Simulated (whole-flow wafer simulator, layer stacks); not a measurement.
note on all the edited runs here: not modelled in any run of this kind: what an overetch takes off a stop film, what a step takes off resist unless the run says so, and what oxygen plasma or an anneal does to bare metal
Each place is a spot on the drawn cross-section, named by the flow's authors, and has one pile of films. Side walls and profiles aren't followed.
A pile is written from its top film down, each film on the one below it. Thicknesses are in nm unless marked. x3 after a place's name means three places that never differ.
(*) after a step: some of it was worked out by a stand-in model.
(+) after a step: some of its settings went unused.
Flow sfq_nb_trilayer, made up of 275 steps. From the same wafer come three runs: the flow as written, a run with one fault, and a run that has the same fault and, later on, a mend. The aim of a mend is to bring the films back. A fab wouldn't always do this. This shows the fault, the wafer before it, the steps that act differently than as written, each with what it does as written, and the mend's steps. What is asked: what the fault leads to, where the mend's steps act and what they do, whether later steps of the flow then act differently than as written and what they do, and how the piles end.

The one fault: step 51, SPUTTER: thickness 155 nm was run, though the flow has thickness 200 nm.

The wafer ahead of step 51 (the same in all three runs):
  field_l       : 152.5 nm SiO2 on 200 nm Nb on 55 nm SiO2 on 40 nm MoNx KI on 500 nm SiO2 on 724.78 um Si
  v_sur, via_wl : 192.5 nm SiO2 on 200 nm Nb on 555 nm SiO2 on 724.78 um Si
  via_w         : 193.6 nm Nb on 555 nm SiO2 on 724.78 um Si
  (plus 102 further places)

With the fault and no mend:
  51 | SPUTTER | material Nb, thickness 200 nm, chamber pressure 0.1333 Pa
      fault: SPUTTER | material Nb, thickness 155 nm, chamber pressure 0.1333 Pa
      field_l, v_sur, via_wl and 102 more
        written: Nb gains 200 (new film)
        fault: Nb gains 155 (new film)
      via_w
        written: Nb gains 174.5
        fault: Nb gains 135.8
  Later steps of the flow acting differently than as written (3 other steps are not shown; they differ only slightly, by no more than 2% or 0.5 nm, whichever is larger):
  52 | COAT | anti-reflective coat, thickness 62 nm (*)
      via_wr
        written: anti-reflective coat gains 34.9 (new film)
        fault: anti-reflective coat gains 33.8 (new film)
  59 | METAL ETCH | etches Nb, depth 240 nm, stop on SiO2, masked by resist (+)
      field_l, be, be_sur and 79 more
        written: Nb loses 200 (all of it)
        fault: Nb loses 155 (all of it)
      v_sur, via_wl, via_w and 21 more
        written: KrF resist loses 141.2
        fault: KrF resist loses 136.8
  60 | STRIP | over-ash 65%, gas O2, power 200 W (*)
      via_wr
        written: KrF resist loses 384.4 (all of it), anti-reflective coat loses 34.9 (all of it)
        fault: KrF resist loses 390.4 (all of it), anti-reflective coat loses 33.8 (all of it)
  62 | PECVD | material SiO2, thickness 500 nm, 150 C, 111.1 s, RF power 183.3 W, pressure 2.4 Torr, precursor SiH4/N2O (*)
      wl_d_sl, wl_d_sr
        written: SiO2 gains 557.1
        fault: SiO2 gains 512.1
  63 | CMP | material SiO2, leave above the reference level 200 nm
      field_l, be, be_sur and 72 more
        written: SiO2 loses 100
        fault: SiO2 loses 145
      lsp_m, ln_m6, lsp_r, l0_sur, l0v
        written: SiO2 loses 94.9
        fault: SiO2 loses 145
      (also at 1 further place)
  The piles end different from the flow's at v_sur, via_wl, via_w and 79 more by more than 2% or 0.5 nm, whichever is larger.
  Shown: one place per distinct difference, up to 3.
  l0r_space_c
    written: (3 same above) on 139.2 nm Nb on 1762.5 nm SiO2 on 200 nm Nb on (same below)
    fault: (3 same above) on 139.2 nm Nb on 1717.5 nm SiO2 on 200 nm Nb on (same below)
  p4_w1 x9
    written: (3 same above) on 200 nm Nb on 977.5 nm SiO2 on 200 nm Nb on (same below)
    fault: (3 same above) on 200 nm Nb on 932.5 nm SiO2 on 200 nm Nb on (same below)
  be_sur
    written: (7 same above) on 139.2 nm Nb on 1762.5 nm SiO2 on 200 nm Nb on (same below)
    fault: (7 same above) on 139.2 nm Nb on 1717.5 nm SiO2 on 200 nm Nb on (same below)

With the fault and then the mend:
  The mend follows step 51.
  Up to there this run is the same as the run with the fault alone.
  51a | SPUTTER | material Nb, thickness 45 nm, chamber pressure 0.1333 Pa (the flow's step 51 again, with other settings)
      field_l, v_sur, via_wl and 102 more
        Nb gains 45
      via_w
        Nb gains 35.1
  Later steps of the flow that are run all act as written at every place that is followed, up to a difference of at most 2% or 0.5 nm, whichever is larger.
  The piles end only slightly different from the flow's at the places that both follow, by no more than 2% or 0.5 nm, whichever is larger.
